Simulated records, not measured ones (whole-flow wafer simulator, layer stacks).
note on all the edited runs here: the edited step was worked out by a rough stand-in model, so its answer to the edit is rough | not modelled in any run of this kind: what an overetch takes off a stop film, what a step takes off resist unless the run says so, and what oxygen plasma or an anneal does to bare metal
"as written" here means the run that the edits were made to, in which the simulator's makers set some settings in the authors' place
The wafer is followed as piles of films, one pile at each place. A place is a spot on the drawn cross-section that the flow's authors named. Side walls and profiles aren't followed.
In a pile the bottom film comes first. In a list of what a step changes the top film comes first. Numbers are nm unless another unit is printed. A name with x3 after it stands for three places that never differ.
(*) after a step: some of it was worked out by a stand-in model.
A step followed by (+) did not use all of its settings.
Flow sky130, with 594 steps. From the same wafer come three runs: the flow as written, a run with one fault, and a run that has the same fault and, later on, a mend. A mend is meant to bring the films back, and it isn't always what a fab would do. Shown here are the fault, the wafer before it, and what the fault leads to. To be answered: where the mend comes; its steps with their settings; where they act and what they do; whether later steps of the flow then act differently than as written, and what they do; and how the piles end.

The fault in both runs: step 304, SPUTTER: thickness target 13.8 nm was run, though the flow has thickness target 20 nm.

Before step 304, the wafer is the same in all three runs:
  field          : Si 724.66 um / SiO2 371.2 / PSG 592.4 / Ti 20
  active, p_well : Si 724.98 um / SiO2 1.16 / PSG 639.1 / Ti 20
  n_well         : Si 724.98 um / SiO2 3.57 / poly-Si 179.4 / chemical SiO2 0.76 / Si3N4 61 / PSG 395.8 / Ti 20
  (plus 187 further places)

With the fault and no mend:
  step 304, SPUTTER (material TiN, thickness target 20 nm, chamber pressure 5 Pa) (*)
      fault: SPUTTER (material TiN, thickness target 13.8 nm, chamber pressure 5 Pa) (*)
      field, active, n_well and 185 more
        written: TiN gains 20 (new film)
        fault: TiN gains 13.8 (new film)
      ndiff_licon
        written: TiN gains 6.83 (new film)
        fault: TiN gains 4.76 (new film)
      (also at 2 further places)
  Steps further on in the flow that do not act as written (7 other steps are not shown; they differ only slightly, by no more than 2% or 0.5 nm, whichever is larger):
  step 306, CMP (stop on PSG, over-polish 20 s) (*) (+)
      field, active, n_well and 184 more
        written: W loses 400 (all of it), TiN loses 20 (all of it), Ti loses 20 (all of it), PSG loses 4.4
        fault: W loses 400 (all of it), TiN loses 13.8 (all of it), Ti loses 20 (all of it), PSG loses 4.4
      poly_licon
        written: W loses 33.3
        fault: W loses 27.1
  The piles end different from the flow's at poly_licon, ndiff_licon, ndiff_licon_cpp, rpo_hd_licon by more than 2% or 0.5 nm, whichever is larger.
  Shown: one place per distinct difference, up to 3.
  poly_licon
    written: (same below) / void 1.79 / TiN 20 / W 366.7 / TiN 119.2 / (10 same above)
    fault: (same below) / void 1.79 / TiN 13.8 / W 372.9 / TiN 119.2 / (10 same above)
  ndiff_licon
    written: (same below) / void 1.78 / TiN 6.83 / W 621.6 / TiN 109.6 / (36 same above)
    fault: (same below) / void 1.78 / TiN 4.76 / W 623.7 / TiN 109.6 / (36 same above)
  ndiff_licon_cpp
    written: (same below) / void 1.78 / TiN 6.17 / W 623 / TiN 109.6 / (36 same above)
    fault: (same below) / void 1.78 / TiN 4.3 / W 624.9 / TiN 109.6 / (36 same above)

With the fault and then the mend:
  The mend follows step 304.
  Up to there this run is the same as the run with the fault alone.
  step 304a, SPUTTER (material TiN, thickness target 6.2 nm, chamber pressure 5 Pa) (*) (the flow's step 304 again, with other settings)
      field, active, n_well and 185 more
        TiN gains 6.2
      ndiff_licon
        TiN gains 2.07
      ndiff_licon_cpp
        TiN gains 1.87
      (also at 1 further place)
  None of the later steps of the flow differs from how it acts as written, at any place that is followed, by more than 2% or 0.5 nm, whichever is larger.
  When the end is reached, the piles differ only a little from the flow's at the places that both follow, at most by 2% or 0.5 nm, whichever is larger.
